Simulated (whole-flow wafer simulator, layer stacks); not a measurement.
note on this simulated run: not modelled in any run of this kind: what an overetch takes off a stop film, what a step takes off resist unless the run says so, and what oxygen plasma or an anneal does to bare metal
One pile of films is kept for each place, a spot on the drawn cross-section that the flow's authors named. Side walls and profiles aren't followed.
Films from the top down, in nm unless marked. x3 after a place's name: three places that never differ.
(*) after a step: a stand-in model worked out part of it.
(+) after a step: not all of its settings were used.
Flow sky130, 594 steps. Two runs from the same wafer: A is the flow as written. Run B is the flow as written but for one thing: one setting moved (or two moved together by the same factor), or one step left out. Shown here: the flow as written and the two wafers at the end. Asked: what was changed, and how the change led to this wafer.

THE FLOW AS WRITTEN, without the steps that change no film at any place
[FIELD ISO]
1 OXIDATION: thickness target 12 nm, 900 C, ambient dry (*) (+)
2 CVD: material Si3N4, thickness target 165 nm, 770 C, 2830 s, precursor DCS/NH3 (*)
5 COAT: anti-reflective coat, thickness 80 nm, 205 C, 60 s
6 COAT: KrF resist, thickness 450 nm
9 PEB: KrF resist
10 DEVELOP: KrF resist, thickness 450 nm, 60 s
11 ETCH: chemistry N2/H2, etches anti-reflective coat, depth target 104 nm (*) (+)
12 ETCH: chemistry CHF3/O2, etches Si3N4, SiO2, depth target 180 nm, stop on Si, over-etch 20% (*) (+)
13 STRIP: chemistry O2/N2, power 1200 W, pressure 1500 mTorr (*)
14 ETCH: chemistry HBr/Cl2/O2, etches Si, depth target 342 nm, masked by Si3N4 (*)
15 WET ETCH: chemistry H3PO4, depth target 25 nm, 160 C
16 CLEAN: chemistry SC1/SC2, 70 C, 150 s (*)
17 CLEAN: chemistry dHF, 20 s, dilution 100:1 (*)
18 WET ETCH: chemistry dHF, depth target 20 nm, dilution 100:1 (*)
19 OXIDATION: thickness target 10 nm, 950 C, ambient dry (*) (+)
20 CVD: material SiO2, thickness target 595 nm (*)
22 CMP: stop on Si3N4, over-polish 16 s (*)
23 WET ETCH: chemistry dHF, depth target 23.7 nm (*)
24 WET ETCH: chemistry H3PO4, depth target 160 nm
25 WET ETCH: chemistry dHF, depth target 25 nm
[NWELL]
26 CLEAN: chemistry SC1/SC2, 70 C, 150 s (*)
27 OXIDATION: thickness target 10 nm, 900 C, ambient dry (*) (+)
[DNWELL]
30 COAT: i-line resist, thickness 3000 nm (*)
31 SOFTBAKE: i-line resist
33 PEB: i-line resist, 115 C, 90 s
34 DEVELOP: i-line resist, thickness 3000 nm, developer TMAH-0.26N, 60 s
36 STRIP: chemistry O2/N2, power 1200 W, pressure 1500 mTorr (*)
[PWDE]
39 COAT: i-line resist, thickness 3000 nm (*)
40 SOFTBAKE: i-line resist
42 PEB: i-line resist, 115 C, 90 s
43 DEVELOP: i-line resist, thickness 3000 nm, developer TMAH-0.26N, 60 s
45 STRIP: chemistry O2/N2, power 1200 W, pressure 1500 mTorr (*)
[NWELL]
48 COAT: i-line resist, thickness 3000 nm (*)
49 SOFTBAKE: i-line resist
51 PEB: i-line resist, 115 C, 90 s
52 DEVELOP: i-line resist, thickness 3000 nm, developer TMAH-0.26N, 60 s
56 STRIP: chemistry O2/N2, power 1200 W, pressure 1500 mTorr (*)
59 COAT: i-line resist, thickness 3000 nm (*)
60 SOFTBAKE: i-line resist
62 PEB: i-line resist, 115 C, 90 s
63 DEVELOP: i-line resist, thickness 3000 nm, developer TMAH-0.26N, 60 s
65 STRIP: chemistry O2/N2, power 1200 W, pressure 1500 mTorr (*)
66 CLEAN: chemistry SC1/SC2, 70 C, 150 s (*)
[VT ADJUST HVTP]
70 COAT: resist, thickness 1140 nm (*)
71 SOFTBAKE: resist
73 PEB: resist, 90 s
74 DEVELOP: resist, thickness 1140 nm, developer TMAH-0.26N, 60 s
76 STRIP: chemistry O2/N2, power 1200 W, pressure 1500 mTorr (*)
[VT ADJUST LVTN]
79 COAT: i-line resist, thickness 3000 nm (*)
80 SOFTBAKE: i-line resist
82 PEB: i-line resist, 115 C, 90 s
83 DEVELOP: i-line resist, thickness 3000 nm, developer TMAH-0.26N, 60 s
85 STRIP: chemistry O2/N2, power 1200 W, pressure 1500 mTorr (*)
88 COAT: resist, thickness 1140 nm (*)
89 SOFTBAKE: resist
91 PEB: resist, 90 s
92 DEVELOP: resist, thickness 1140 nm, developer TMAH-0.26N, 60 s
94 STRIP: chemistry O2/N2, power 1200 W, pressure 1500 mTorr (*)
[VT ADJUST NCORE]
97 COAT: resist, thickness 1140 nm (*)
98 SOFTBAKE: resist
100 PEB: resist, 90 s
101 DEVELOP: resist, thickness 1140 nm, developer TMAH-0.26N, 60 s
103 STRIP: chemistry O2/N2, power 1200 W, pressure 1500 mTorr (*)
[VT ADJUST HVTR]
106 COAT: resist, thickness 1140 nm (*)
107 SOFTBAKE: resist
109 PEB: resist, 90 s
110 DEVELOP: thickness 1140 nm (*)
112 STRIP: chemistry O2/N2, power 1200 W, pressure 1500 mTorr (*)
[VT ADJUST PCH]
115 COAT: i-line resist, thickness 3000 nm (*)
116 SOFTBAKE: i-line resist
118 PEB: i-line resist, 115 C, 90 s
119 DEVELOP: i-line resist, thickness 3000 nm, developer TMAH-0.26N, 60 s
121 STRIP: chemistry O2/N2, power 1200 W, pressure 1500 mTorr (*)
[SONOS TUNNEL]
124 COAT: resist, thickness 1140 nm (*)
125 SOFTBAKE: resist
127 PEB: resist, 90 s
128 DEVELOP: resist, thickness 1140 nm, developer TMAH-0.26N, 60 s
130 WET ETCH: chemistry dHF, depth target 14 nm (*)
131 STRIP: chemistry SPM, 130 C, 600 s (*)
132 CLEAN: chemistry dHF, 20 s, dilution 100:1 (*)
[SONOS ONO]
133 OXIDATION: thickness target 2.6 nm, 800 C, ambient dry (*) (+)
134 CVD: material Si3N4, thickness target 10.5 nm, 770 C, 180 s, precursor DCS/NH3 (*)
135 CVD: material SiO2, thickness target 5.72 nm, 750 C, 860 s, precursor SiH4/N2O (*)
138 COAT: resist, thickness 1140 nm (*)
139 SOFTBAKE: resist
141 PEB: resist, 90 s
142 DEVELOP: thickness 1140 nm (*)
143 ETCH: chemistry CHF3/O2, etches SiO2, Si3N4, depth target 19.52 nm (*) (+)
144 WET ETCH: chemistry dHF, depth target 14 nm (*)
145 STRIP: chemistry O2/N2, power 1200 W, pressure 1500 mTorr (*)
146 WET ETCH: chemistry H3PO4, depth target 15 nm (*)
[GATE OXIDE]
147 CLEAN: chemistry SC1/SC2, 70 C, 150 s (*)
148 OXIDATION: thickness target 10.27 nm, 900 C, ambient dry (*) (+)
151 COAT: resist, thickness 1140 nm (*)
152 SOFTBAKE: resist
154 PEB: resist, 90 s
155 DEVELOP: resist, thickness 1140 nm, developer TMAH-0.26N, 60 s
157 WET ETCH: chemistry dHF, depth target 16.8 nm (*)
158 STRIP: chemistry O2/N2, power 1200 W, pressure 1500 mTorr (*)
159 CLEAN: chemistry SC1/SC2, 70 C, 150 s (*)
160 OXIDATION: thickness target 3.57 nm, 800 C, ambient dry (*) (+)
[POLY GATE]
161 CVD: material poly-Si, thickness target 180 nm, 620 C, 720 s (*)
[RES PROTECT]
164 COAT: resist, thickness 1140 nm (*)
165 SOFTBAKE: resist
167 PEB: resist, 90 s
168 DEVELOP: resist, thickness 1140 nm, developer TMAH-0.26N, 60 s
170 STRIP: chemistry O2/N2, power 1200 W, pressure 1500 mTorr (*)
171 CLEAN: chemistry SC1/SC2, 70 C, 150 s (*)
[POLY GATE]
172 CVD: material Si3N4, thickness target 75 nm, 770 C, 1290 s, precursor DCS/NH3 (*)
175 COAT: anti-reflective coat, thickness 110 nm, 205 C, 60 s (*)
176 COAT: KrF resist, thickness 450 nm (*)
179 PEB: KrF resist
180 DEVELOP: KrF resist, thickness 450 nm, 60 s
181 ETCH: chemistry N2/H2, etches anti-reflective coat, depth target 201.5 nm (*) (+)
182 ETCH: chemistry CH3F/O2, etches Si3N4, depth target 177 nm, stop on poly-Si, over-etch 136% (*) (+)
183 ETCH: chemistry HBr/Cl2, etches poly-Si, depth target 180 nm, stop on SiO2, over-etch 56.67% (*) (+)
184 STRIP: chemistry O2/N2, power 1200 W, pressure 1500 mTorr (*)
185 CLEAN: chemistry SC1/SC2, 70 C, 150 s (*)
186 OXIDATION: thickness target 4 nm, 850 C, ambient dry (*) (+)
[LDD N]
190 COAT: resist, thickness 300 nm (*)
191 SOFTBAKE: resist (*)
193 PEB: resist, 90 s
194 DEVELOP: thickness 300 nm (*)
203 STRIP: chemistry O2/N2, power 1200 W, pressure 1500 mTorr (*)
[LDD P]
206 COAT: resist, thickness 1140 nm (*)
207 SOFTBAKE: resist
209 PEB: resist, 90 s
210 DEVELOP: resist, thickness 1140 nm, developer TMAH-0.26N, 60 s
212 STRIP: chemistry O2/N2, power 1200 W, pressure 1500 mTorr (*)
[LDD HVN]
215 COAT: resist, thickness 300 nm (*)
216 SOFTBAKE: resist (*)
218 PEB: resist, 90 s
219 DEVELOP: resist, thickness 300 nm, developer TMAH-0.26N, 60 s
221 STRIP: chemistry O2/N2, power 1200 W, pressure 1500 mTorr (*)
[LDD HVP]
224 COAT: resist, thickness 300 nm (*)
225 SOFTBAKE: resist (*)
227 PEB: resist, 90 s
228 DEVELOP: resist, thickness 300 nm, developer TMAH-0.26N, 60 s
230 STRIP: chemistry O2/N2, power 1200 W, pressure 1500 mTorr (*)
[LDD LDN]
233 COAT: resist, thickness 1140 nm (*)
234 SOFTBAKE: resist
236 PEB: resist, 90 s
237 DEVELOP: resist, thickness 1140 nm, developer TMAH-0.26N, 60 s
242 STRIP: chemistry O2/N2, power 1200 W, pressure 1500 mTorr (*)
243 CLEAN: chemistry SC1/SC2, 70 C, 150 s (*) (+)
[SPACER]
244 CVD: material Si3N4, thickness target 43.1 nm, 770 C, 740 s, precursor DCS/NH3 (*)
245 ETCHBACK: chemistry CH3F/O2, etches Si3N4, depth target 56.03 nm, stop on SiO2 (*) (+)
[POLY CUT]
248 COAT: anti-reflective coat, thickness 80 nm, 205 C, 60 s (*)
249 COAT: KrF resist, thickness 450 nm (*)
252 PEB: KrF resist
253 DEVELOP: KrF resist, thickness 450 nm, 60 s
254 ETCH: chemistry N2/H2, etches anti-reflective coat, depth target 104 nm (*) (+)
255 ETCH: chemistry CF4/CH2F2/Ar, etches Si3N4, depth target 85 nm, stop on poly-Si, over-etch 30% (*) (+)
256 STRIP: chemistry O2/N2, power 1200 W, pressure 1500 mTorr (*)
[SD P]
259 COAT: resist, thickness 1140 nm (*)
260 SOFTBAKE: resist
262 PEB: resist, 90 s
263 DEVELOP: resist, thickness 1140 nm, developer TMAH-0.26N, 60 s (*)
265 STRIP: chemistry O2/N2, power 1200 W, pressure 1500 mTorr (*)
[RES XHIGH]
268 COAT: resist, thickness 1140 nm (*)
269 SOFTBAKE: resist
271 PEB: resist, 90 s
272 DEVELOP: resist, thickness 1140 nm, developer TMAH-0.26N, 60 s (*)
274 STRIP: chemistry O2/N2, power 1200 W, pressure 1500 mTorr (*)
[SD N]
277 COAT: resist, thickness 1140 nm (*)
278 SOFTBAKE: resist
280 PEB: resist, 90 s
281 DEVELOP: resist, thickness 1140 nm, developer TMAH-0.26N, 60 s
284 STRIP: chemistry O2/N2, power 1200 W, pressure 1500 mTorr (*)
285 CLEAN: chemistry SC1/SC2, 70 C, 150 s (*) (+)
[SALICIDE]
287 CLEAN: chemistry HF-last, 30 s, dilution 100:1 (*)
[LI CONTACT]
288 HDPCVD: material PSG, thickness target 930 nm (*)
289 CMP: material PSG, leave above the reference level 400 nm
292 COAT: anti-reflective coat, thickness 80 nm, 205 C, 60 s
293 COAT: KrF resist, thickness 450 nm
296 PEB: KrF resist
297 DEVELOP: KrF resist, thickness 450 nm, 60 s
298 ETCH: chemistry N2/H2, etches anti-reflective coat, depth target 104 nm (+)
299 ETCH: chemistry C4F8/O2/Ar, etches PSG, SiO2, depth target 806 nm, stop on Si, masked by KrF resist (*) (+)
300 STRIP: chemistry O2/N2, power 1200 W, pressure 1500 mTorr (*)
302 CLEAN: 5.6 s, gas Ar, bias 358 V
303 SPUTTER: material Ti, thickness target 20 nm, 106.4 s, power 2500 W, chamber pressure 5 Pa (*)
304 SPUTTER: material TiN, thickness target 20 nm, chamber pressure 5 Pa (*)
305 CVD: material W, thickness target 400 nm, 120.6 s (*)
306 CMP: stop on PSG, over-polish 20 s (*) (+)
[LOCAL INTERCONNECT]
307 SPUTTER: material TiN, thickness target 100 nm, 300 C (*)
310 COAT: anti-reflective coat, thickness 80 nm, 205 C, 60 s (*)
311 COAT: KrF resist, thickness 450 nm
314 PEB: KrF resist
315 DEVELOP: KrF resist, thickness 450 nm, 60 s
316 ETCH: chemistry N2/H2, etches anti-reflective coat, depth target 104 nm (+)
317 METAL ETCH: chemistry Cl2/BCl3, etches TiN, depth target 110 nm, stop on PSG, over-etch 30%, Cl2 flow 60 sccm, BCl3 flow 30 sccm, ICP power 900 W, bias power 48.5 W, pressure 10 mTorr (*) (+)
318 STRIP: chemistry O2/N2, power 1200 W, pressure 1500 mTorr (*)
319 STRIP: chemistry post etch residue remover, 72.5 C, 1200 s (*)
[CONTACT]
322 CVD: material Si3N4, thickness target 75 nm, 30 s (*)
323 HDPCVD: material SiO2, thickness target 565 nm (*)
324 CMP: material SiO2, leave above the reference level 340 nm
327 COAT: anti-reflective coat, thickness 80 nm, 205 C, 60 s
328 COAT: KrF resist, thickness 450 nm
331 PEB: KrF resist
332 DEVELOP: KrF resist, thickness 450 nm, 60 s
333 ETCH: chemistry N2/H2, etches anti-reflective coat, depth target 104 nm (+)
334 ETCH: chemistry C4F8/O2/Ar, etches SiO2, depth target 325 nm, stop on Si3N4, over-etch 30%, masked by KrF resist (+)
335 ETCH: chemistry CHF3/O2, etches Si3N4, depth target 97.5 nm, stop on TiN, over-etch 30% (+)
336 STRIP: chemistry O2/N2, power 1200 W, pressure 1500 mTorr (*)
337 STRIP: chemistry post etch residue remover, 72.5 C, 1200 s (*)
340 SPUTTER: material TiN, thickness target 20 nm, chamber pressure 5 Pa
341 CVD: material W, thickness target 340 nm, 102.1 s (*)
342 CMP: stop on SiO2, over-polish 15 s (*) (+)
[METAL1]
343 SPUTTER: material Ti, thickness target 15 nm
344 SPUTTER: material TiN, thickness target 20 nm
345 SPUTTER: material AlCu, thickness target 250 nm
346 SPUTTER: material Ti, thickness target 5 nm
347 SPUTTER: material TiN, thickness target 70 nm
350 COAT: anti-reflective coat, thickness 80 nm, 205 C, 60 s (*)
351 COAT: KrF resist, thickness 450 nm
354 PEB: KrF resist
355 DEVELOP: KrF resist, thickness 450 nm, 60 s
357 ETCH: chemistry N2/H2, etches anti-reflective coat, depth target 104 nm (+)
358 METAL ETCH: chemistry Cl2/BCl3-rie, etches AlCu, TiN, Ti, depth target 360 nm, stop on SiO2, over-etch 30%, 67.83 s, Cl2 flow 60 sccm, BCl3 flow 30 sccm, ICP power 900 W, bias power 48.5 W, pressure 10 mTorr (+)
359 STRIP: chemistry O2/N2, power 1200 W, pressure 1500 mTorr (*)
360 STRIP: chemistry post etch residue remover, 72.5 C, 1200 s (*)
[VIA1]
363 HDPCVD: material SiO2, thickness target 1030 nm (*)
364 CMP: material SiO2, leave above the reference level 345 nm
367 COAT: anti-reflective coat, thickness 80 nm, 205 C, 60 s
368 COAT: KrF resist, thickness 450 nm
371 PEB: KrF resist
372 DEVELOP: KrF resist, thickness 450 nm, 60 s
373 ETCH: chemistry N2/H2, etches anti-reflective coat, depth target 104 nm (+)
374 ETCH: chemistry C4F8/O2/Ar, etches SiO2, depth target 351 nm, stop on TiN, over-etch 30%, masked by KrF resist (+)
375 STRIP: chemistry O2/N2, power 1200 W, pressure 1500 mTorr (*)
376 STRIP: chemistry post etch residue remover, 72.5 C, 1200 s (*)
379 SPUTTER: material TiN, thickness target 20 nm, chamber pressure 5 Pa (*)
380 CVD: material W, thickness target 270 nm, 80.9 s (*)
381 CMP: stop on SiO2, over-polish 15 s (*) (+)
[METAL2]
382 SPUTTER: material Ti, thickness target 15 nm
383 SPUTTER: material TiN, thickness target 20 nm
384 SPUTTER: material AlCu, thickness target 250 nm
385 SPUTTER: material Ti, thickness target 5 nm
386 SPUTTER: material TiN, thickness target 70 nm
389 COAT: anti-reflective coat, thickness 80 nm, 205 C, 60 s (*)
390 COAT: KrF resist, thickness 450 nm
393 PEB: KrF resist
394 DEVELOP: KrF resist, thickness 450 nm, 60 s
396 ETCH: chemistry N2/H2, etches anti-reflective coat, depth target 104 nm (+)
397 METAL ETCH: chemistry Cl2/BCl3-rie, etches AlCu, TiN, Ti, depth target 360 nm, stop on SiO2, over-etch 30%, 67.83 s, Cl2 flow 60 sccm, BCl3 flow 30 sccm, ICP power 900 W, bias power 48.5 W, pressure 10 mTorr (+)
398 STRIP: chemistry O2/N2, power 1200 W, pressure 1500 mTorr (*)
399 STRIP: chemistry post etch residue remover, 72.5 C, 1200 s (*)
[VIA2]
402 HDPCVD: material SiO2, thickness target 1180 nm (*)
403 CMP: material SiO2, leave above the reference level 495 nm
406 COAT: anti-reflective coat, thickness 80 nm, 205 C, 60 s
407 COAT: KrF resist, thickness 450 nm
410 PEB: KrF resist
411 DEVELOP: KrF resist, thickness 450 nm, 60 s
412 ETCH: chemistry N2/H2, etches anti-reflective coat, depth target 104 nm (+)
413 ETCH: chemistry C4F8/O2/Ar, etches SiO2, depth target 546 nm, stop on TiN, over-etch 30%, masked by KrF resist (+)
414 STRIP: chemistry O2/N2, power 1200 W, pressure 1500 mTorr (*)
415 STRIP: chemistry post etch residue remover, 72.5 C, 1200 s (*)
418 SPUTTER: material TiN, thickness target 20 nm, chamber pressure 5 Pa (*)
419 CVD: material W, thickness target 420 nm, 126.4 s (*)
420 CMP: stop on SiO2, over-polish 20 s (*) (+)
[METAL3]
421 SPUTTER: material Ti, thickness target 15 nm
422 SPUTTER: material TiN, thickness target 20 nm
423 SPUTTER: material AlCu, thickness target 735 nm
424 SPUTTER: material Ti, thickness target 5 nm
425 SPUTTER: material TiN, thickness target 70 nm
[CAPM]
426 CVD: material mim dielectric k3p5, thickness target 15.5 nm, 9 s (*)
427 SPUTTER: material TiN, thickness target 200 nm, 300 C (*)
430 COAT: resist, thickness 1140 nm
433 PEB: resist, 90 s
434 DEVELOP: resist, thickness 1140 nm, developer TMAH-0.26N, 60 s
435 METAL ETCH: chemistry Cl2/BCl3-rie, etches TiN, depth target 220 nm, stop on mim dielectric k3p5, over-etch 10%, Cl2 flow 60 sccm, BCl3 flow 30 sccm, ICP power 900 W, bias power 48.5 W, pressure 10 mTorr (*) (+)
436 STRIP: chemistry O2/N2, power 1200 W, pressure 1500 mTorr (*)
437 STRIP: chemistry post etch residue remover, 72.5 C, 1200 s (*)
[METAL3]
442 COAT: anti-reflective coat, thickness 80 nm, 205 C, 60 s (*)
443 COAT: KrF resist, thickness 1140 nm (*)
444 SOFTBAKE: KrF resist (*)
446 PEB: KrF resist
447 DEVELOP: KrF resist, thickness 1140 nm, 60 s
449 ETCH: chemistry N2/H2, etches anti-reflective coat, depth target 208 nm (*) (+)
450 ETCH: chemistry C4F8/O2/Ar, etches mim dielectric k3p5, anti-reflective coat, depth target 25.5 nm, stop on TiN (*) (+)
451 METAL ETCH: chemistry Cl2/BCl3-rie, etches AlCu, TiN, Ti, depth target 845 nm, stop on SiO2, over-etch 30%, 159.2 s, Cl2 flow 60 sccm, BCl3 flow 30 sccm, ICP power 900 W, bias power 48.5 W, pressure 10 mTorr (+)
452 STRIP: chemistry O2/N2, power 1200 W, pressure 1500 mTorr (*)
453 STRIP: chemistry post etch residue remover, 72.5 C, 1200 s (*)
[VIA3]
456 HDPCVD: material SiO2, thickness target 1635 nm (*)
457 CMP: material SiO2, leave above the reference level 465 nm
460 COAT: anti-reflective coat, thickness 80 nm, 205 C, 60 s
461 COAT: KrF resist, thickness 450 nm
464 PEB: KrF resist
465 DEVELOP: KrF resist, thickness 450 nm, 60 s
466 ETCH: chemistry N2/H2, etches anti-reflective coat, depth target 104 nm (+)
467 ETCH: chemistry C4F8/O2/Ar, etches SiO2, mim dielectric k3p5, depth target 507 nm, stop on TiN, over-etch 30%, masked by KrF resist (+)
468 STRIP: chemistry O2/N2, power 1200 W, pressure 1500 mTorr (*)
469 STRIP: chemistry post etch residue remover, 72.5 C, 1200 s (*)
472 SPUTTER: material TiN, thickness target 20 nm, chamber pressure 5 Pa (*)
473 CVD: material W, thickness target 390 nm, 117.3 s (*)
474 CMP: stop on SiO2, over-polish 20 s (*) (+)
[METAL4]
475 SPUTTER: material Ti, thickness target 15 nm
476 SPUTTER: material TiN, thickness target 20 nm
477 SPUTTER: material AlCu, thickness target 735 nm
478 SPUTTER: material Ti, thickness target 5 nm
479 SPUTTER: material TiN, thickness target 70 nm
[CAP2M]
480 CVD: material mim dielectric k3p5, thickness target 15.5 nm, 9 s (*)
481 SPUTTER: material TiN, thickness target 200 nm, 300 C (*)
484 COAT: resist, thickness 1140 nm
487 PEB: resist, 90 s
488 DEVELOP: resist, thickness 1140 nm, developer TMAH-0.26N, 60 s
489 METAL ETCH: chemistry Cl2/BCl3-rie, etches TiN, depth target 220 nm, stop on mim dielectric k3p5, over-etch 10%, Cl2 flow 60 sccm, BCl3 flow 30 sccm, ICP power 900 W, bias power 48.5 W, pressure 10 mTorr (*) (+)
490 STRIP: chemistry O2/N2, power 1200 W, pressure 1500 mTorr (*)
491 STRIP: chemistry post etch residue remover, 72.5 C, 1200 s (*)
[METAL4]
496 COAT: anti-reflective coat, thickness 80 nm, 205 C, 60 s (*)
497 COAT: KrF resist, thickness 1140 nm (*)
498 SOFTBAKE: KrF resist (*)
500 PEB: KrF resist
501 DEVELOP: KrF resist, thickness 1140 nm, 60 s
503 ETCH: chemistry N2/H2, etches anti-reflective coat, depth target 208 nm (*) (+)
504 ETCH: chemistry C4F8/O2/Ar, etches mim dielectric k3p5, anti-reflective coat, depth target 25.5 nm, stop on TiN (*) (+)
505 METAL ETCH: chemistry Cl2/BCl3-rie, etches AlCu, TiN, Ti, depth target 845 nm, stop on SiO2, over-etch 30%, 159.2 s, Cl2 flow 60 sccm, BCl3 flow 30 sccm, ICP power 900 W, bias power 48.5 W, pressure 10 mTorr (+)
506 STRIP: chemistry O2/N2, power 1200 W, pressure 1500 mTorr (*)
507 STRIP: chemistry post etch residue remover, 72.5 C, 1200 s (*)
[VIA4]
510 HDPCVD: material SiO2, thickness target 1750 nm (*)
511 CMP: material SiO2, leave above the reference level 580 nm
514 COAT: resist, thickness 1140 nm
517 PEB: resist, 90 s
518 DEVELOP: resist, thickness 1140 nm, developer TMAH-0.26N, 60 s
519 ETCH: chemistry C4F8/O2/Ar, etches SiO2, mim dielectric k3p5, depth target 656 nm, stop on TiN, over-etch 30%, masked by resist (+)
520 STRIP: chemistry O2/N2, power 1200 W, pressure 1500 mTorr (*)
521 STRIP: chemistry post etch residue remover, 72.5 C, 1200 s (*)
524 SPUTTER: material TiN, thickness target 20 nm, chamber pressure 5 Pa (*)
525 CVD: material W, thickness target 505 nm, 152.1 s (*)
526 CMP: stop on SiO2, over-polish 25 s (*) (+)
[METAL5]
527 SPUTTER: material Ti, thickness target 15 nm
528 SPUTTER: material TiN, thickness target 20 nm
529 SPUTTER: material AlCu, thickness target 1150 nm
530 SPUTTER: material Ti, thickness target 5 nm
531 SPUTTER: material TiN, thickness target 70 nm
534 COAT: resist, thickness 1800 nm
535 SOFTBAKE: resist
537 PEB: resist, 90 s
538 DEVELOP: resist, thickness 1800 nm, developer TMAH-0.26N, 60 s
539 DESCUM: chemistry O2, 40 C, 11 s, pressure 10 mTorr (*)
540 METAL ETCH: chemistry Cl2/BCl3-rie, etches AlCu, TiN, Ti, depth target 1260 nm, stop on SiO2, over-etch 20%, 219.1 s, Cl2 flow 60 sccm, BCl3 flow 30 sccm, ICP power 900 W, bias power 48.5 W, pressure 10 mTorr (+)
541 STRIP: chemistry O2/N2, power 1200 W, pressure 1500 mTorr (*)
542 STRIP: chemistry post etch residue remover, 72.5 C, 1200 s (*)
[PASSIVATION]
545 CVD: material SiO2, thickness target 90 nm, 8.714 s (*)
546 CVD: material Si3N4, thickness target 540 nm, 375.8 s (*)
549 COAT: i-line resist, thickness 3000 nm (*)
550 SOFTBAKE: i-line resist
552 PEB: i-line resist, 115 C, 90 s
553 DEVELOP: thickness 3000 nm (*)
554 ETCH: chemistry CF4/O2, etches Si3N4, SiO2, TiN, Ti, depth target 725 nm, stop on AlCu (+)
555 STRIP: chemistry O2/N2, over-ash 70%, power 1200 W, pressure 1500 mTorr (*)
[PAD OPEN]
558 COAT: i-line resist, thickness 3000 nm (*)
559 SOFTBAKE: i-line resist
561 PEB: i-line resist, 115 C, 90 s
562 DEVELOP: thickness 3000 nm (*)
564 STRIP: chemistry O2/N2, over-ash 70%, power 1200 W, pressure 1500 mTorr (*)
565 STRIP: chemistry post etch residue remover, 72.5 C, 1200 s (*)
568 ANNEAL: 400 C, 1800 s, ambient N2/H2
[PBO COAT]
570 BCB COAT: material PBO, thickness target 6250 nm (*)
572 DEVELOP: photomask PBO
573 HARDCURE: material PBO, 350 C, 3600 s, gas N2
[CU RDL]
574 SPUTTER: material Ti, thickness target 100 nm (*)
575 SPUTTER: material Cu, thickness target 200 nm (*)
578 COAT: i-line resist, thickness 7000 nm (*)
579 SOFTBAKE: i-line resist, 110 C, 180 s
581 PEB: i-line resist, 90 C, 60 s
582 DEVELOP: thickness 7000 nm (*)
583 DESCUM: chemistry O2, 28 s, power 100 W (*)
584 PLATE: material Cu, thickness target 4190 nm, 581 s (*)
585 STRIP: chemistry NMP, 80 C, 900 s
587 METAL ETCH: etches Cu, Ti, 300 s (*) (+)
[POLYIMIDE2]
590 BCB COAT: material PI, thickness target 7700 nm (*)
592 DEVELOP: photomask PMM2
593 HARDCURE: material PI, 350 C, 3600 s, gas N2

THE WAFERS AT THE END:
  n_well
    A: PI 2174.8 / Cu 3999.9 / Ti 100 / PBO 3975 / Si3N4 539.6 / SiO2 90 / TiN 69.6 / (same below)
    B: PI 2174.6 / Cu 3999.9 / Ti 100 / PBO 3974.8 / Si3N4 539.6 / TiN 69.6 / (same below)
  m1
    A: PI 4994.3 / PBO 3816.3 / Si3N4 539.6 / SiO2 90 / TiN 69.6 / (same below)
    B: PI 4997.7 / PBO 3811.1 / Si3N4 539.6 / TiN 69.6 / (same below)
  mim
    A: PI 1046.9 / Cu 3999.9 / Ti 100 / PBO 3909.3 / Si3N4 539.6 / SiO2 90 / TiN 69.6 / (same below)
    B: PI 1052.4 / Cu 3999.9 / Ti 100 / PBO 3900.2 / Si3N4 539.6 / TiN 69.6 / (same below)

The cause: step 545, CVD: material SiO2, thickness target 90 nm, 8.714 s (*), was left out.

How the change led to this, step by step:
  550 SOFTBAKE: i-line resist
      rpm_encl_psd, rpm_encl_urpm: A i-line resist -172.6 | B i-line resist -167.9
      active: A i-line resist +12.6 | B i-line resist +11.6
      (and at 60 more places)
  552 PEB: i-line resist, 115 C, 90 s
      iso_guard__w2: A i-line resist -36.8 | B i-line resist -35.9
  554 ETCH: chemistry CF4/O2, etches Si3N4, SiO2, TiN, Ti, depth target 725 nm, stop on AlCu (+)
      pad: A Si3N4 -540 (all of it), SiO2 -90 (all of it), TiN -69.6 (all of it), Ti -5 (all of it) | B Si3N4 -540 (all of it), TiN -69.6 (all of it), Ti -5 (all of it)
  558 COAT: i-line resist, thickness 3000 nm (*)
      pad: A i-line resist +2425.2 (new film) | B i-line resist +2334.9 (new film)
  559 SOFTBAKE: i-line resist
      iso_guard, npn_par_e: A i-line resist +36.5 | B i-line resist +34.2
      rpm_encl_psd, rpm_encl_urpm: A i-line resist -172.6 | B i-line resist -167.9
      (and at 67 more places)
  561 PEB: i-line resist, 115 C, 90 s
      pad: A i-line resist -25.5 | B i-line resist -24.2
      iso_guard__w2: A i-line resist -36.8 | B i-line resist -35.9
  562 DEVELOP: thickness 3000 nm (*)
      pad: A i-line resist -2399.7 (all of it) | B i-line resist -2310.7 (all of it)
  578 COAT: i-line resist, thickness 7000 nm (*)
      pad: A i-line resist +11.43 um (new film) | B i-line resist +11.34 um (new film)
  579 SOFTBAKE: i-line resist, 110 C, 180 s
      ndiff_licon, iso_guard_nsd_tip: A i-line resist -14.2 | B i-line resist -13.2
      mim: A i-line resist -25.2 | B i-line resist -24
      (and at 28 more places)
  582 DEVELOP: thickness 7000 nm (*)
      pad: A i-line resist -11.43 um (all of it) | B i-line resist -11.34 um (all of it)
